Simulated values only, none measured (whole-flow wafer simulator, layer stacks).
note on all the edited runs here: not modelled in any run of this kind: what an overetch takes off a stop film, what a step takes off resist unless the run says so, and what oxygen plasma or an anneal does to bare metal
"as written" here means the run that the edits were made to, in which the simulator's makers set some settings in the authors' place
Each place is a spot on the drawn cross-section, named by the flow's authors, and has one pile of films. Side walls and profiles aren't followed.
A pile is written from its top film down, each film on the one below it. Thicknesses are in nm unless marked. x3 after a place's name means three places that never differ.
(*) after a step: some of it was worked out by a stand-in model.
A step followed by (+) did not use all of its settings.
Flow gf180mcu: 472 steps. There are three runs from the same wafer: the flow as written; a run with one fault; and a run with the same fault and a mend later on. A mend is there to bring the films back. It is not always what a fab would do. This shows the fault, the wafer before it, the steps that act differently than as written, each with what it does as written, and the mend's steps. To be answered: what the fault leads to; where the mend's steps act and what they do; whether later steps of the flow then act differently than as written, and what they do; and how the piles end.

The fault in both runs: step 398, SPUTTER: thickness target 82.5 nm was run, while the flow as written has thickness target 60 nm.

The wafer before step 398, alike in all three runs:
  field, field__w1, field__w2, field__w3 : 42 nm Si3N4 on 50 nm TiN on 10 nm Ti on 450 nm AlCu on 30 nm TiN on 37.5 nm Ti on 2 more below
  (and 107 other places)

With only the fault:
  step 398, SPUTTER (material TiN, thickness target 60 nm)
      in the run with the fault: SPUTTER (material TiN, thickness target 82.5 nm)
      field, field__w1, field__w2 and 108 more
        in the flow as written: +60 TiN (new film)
        in the run with the fault: +82.5 TiN (new film)
  Later steps of the flow acting differently than as written (5 other steps are not shown; they differ only slightly, by no more than 2% or 0.5 nm, whichever is larger):
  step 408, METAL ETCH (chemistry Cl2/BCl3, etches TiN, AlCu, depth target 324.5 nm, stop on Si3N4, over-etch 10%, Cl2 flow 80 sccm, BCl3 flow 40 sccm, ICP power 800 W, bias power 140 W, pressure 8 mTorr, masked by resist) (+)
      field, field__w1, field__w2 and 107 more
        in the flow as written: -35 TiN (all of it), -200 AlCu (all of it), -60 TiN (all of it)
        in the run with the fault: -35 TiN (all of it), -200 AlCu (all of it), -82.5 TiN (all of it)
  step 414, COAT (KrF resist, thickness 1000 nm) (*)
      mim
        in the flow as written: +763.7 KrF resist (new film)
        in the run with the fault: +746.7 KrF resist (new film)
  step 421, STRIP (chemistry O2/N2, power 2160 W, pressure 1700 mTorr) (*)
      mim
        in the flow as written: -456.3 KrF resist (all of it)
        in the run with the fault: -439.5 KrF resist (all of it)
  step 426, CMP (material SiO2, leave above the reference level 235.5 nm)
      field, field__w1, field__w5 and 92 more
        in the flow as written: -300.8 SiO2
        in the run with the fault: -278.3 SiO2
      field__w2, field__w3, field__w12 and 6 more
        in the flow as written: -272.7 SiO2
        in the run with the fault: -250.2 SiO2
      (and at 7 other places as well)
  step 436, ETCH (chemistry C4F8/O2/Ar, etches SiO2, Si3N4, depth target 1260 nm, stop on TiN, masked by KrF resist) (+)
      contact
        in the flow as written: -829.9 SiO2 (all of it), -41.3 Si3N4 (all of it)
        in the run with the fault: -852.4 SiO2 (all of it), -41.3 Si3N4 (all of it)
  At field__w8, contact, m1, m1__w1, mim, m1_nw, the piles at the end differ from the flow's by more than 2% or 0.5 nm, whichever is larger.
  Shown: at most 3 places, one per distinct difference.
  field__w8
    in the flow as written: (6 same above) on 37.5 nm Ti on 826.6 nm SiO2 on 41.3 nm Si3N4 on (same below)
    in the run with the fault: (6 same above) on 37.5 nm Ti on 849.1 nm SiO2 on 41.3 nm Si3N4 on (same below)
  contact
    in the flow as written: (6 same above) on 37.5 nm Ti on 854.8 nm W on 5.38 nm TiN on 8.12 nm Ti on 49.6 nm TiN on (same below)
    in the run with the fault: (6 same above) on 37.5 nm Ti on 877.5 nm W on 5.31 nm TiN on 8.02 nm Ti on 49.6 nm TiN on (same below)
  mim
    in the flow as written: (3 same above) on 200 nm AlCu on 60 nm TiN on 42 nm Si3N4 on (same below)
    in the run with the fault: (3 same above) on 200 nm AlCu on 82.5 nm TiN on 42 nm Si3N4 on (same below)

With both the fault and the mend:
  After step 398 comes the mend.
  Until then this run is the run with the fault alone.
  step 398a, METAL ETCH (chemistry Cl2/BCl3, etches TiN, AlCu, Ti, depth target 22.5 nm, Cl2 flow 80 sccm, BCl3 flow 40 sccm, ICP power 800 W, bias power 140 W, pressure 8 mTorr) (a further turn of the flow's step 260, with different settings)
      field, field__w1, field__w2 and 108 more
        -22.5 TiN
  Later steps of the flow that are run all act as written at every place that is followed.
  At every place that both follow, the piles at the end match the flow's.
